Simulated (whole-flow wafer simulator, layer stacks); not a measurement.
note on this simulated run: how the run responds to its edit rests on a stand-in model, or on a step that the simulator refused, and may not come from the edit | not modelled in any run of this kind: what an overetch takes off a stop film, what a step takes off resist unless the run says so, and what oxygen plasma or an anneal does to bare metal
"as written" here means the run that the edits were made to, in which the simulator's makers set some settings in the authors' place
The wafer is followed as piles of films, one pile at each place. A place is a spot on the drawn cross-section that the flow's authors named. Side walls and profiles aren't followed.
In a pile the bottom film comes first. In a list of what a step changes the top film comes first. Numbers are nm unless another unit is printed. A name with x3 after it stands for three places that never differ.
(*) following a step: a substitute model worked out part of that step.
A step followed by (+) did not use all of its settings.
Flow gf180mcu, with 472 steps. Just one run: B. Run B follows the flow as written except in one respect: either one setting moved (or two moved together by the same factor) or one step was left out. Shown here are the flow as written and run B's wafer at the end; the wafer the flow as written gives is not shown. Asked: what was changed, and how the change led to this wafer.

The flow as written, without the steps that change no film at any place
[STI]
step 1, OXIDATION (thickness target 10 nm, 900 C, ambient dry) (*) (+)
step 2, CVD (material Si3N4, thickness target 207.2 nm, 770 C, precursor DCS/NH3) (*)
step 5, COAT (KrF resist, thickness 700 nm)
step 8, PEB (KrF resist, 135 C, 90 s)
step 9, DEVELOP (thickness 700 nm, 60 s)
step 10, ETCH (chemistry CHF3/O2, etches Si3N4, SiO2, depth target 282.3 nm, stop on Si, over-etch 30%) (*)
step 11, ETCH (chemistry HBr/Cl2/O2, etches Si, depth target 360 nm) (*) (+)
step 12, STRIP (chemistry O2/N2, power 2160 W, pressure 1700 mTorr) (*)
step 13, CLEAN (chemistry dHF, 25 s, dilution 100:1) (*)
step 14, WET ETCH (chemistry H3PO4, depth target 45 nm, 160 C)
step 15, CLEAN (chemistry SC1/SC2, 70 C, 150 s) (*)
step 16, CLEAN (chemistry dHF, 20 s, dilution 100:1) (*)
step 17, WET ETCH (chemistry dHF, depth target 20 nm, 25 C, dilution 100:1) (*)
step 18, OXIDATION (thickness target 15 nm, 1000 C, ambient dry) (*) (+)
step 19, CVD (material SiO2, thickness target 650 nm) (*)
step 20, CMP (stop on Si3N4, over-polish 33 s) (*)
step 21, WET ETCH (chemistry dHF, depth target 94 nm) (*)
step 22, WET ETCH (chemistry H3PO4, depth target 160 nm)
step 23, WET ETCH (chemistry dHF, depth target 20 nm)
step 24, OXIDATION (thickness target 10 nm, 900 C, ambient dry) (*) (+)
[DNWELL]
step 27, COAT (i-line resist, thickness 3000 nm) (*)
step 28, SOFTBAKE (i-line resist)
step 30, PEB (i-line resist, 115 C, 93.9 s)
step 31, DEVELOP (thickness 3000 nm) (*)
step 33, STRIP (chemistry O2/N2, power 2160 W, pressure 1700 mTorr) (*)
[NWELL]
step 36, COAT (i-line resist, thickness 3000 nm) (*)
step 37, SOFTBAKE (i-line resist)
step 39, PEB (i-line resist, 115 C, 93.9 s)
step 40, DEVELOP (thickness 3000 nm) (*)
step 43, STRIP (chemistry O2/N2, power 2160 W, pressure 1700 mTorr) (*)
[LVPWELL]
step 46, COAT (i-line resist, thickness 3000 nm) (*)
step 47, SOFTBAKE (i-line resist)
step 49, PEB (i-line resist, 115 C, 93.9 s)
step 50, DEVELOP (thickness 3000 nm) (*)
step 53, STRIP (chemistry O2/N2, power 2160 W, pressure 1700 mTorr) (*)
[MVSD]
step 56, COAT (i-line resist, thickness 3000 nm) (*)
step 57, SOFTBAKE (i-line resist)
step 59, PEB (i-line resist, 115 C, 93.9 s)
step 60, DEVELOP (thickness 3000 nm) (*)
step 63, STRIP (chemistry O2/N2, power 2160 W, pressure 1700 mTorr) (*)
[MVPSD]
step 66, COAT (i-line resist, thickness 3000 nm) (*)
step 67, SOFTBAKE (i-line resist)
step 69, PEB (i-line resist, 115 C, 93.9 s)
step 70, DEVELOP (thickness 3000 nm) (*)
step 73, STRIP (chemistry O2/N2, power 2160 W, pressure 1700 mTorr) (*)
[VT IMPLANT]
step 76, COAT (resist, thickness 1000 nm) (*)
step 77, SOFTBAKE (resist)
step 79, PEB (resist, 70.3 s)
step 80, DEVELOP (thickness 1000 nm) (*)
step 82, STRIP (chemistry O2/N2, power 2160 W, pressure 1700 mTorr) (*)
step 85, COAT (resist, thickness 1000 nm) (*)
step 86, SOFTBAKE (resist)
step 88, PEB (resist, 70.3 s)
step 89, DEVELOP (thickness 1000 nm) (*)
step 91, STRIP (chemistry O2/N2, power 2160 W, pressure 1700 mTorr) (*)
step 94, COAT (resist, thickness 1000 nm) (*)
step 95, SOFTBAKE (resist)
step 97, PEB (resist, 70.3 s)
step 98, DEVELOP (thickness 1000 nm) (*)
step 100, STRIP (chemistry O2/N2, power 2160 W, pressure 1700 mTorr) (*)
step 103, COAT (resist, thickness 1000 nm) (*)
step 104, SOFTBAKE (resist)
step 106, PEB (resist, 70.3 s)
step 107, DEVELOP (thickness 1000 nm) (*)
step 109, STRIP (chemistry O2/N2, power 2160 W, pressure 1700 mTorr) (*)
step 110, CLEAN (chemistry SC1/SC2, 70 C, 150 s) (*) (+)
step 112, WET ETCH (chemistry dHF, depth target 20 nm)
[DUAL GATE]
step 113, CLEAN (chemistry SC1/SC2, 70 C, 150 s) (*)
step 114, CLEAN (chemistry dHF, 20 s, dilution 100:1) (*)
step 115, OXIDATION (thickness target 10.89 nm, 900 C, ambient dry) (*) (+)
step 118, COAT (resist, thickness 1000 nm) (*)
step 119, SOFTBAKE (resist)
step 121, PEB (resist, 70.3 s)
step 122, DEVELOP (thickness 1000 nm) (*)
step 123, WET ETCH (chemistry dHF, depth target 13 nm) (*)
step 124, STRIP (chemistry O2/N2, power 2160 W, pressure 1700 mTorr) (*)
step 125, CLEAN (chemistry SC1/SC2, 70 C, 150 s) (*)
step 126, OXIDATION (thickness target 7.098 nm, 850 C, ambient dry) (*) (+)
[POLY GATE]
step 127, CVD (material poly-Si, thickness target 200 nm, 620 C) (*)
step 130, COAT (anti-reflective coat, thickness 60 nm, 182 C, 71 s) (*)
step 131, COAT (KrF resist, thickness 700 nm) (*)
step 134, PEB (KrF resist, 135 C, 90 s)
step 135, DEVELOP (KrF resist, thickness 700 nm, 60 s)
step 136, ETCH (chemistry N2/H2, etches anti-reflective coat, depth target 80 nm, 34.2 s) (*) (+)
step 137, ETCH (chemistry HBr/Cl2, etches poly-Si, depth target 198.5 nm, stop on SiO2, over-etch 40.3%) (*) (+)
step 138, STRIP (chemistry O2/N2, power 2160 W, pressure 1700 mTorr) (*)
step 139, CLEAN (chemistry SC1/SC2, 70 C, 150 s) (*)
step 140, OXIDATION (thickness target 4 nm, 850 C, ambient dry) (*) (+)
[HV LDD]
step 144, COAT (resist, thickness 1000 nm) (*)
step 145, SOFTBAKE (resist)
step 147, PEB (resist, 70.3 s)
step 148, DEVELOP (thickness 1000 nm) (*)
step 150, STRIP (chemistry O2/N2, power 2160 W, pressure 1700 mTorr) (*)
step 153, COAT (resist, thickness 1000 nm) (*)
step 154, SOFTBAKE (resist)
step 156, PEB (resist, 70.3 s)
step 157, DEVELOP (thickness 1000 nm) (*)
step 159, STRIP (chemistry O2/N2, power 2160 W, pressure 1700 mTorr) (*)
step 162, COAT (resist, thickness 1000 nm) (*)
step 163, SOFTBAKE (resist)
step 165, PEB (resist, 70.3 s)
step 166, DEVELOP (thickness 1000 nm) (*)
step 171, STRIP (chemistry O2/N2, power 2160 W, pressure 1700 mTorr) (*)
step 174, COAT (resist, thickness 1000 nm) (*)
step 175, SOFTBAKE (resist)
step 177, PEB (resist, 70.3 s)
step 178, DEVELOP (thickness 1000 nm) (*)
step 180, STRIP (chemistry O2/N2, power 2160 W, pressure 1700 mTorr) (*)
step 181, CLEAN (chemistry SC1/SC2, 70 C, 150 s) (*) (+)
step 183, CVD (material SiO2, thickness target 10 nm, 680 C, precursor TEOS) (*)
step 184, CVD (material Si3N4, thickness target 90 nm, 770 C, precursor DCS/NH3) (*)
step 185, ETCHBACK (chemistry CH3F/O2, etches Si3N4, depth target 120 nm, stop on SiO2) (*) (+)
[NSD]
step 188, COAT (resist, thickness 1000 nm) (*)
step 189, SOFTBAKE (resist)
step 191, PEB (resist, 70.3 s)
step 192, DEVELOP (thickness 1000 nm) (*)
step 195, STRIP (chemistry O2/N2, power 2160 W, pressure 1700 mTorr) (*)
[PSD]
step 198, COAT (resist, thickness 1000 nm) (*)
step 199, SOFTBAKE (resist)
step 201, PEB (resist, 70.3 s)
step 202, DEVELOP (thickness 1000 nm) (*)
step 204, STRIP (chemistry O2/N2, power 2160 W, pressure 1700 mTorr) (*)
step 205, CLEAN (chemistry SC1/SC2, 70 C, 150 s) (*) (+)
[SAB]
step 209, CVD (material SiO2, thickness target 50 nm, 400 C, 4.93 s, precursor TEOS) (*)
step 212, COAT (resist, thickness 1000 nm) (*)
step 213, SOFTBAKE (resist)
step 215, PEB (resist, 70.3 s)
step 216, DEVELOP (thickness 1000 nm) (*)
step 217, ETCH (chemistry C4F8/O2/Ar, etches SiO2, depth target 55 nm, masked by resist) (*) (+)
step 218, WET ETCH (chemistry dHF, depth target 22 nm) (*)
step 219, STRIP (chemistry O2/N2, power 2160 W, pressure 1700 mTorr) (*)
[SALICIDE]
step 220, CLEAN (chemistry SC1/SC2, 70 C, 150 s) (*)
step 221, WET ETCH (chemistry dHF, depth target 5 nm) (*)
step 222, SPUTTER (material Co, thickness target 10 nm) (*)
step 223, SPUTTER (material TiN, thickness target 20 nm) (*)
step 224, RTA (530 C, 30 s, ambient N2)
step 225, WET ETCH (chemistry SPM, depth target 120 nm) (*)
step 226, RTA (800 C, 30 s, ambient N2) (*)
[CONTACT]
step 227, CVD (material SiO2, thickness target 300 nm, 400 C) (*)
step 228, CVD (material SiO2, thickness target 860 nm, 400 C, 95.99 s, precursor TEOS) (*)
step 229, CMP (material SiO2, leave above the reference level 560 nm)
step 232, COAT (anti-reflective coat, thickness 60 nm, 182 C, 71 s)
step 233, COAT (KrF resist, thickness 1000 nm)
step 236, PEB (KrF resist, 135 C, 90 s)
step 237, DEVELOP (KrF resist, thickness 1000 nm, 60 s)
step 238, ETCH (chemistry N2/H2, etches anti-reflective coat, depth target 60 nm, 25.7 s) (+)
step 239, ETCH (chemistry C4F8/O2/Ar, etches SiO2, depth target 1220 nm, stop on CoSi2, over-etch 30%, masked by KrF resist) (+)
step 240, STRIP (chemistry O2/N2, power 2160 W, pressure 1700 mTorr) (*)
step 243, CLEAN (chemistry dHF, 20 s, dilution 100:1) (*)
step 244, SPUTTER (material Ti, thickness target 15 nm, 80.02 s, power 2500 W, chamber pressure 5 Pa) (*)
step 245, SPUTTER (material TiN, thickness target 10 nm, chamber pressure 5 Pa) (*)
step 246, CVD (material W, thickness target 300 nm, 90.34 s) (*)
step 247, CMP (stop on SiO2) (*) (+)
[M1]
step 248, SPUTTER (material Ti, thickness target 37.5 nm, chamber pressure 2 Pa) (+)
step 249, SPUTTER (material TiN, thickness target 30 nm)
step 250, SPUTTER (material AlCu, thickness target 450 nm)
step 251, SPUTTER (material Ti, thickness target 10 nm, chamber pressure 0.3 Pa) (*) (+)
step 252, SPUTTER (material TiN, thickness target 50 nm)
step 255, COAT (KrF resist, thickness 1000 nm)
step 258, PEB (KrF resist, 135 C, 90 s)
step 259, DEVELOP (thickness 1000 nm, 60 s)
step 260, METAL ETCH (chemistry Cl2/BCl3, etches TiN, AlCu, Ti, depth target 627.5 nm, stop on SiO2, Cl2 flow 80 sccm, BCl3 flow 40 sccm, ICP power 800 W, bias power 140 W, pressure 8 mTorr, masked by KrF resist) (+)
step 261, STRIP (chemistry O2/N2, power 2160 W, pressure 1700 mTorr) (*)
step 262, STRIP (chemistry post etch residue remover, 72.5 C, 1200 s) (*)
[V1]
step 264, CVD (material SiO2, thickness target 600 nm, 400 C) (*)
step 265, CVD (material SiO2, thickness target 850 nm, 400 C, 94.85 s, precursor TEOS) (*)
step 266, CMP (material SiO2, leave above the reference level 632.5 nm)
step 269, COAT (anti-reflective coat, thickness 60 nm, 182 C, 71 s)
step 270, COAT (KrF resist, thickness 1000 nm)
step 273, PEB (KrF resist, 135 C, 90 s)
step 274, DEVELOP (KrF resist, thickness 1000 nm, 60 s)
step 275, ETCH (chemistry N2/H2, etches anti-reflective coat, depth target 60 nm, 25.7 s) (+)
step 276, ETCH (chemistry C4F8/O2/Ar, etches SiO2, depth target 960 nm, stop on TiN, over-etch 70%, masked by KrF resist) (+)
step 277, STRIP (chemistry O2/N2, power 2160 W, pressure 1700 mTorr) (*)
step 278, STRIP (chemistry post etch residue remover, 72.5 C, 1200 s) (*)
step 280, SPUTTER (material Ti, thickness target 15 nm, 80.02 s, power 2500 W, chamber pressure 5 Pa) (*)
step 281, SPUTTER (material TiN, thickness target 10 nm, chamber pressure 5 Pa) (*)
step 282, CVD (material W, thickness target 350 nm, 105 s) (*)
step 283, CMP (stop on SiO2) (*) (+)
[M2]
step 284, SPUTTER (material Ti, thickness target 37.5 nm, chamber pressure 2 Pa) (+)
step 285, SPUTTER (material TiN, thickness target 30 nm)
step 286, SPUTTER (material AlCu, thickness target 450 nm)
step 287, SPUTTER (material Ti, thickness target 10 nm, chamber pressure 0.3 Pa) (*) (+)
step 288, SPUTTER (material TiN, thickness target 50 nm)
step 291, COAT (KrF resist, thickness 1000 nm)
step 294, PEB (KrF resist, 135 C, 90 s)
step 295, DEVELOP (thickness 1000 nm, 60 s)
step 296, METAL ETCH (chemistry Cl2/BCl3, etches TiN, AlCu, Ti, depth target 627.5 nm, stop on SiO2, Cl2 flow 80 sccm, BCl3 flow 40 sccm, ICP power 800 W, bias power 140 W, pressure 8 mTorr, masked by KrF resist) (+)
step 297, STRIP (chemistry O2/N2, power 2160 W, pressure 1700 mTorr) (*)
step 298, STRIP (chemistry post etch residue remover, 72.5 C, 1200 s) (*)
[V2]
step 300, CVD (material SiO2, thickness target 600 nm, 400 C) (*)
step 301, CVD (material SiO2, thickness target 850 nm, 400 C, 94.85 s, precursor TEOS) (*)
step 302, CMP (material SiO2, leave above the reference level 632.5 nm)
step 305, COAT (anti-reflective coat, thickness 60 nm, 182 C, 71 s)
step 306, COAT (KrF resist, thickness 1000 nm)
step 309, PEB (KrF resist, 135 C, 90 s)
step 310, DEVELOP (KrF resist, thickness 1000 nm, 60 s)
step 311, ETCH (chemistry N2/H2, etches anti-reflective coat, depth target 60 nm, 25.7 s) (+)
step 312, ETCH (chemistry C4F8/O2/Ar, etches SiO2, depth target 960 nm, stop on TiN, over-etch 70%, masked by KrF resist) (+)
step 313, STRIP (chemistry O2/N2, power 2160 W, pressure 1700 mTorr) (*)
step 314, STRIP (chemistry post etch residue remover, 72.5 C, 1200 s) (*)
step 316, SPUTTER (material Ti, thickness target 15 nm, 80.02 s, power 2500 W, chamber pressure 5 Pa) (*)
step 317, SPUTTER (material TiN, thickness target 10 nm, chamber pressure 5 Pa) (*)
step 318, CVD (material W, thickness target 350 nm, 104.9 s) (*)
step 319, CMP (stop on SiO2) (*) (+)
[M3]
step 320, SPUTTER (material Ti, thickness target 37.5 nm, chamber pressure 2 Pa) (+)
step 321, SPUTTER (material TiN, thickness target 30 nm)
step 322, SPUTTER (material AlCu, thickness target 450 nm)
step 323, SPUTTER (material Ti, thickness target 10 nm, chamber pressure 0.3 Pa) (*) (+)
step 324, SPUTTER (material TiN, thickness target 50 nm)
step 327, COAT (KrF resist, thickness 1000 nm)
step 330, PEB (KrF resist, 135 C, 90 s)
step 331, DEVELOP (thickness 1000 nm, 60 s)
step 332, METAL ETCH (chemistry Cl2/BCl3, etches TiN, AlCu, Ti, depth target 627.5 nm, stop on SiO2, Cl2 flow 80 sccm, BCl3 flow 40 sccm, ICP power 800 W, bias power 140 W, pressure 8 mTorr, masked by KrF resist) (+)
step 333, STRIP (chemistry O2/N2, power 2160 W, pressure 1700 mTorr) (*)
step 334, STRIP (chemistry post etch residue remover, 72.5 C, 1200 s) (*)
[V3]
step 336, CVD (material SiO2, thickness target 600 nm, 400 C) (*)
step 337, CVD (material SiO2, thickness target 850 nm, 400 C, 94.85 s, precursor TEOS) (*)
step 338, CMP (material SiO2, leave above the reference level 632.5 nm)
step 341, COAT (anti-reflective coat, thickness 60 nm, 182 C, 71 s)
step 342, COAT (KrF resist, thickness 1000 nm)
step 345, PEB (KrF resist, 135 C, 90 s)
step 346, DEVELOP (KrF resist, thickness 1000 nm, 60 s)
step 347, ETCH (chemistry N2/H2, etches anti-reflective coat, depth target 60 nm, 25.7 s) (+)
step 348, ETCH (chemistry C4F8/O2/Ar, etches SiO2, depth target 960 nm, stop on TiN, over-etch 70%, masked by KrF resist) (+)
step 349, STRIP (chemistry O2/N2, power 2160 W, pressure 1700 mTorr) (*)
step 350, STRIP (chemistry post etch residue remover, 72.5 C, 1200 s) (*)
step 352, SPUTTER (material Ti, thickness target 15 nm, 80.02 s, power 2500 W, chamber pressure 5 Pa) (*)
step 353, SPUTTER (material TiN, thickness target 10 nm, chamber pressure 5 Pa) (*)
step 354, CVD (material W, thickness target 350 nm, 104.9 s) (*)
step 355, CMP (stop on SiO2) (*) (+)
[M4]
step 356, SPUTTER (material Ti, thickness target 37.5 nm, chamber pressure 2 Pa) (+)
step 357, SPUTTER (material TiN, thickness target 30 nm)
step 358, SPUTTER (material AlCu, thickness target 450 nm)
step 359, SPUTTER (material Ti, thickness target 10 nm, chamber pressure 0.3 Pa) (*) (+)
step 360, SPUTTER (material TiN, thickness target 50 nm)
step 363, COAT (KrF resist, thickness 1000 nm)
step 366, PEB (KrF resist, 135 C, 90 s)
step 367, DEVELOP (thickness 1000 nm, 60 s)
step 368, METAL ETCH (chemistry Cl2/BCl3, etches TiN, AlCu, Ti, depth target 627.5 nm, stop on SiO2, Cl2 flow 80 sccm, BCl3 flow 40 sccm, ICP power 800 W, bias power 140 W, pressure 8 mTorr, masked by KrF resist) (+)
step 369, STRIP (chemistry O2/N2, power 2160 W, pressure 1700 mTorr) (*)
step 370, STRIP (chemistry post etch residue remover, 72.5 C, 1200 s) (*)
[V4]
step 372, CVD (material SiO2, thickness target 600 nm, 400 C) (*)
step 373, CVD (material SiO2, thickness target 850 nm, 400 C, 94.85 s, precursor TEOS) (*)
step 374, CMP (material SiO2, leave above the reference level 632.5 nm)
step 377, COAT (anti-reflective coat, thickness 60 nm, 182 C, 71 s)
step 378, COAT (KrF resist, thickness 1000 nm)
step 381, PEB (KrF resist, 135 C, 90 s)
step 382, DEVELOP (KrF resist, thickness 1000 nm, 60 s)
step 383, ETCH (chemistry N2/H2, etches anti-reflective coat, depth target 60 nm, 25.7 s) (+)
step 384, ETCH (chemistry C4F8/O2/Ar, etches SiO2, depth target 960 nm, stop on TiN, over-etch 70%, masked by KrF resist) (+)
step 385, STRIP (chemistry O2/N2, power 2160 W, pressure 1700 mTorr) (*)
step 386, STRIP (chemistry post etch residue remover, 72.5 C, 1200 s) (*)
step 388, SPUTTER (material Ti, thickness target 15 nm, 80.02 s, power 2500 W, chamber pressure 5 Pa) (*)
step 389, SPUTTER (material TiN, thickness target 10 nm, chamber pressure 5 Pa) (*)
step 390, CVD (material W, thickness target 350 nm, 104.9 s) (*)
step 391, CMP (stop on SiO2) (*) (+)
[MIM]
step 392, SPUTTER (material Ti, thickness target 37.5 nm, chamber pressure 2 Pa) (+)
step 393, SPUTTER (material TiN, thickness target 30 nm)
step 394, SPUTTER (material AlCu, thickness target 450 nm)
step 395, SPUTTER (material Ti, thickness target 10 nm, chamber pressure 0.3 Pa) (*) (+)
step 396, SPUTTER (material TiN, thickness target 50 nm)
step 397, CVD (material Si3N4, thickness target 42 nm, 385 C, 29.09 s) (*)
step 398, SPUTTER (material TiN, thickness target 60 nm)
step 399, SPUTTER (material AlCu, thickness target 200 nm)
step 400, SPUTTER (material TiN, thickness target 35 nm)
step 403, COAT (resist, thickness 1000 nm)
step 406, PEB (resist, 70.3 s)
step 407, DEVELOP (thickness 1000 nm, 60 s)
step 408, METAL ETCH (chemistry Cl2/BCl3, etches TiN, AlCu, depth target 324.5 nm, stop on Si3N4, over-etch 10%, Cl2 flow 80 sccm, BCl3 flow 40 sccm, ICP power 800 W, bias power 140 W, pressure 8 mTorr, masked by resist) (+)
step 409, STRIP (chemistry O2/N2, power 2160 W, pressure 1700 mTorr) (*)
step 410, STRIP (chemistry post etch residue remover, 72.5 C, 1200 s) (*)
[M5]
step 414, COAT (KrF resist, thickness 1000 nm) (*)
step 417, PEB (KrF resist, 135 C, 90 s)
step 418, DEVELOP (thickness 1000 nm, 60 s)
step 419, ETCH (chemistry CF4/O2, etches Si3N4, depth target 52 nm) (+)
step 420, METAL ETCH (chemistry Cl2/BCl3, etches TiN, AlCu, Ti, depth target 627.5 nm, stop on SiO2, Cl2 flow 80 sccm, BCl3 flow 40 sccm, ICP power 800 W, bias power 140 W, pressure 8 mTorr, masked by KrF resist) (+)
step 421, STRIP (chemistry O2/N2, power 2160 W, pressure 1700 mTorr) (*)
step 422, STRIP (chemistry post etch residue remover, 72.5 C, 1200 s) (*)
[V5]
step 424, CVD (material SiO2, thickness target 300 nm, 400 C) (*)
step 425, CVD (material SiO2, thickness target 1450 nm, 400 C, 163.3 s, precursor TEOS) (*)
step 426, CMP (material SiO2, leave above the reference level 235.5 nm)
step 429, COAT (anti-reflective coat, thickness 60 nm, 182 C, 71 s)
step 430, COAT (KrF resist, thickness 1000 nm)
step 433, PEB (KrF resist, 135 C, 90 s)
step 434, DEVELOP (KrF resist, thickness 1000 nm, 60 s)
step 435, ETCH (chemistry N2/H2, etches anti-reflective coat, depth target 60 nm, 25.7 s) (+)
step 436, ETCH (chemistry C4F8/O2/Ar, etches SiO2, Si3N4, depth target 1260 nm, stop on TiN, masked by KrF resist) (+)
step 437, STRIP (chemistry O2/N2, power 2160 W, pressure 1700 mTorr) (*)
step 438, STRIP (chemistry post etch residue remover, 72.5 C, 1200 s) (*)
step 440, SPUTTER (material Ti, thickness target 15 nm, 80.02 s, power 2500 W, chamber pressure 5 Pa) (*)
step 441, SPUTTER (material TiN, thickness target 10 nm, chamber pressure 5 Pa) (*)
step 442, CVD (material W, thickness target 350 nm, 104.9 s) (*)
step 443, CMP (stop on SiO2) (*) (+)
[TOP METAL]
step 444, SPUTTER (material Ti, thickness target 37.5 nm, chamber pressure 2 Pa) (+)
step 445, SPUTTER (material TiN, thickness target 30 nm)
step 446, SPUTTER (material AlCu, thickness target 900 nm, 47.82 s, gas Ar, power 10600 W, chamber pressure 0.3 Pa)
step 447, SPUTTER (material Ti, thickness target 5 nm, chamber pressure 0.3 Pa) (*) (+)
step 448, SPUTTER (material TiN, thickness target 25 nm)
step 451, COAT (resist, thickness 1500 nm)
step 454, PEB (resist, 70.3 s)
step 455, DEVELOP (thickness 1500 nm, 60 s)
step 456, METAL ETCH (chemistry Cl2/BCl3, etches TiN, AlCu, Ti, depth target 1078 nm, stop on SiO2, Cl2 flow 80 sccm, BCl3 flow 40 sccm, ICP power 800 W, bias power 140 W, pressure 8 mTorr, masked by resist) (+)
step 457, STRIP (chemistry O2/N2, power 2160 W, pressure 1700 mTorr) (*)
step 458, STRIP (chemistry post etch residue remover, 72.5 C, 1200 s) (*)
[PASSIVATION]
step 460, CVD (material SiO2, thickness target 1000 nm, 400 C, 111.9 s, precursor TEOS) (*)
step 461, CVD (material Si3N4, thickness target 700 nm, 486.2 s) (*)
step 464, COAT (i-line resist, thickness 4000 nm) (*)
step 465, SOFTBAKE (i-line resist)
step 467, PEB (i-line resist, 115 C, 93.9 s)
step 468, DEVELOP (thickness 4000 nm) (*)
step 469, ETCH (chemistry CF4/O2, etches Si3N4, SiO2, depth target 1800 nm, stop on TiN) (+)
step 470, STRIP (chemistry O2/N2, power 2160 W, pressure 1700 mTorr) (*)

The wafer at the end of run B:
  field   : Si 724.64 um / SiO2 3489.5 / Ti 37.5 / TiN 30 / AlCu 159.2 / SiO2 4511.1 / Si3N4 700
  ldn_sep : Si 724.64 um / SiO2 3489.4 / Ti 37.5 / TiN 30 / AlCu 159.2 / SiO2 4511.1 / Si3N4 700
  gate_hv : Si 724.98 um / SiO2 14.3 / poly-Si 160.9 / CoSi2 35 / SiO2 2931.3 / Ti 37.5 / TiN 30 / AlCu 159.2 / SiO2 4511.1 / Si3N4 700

Cause: step 332, METAL ETCH: depth target 345.1 nm was run, whereas the flow has depth target 627.5 nm.

Step by step, how the change led to this:
  step 332, METAL ETCH (chemistry Cl2/BCl3, etches TiN, AlCu, Ti, depth target 627.5 nm, stop on SiO2, Cl2 flow 80 sccm, BCl3 flow 40 sccm, ICP power 800 W, bias power 140 W, pressure 8 mTorr, masked by KrF resist) (+)
      field, field__w1, field__w2 and 103 more: TiN loses 50 (all of it), Ti loses 10 (all of it), AlCu loses 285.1 (as written it would have been: TiN loses 50 (all of it), Ti loses 10 (all of it), AlCu loses 450 (all of it), TiN loses 30 (all of it), Ti loses 37.5 (all of it))
      field__w8, contact, m1, m1__w1, m1_nw: KrF resist loses 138 (as written it would have been: KrF resist loses 251)
  step 333, STRIP (chemistry O2/N2, power 2160 W, pressure 1700 mTorr) (*)
      field__w8, contact, m1, m1__w1, m1_nw: KrF resist loses 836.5 (all of it) (as written it would have been: KrF resist loses 723.5 (all of it))
  step 334, STRIP (chemistry post etch residue remover, 72.5 C, 1200 s) (*)
      field, field__w1, field__w2 and 103 more: AlCu loses 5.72 (as written it would have been: nothing)
  step 336, CVD (material SiO2, thickness target 600 nm, 400 C) (*)
      field, field__w1, field__w2 and 103 more: SiO2 gains 600 (new film) (as written it would have been: SiO2 gains 600)
  step 338, CMP (material SiO2, leave above the reference level 632.5 nm)
      field, field__w1, field__w2 and 103 more: SiO2 loses 526.7 (as written it would have been: SiO2 loses 300)
Taking metal films that touch as one body, field has 1 body; the flow as written gives 0 bodies.
Taking metal films that touch as one body, ldn_sep has 1 body; the flow as written gives 0 bodies.
Taking metal films that touch as one body, gate_hv has 2 bodies (between them, from the top down: SiO2 2931.3); the flow as written gives 1 body.
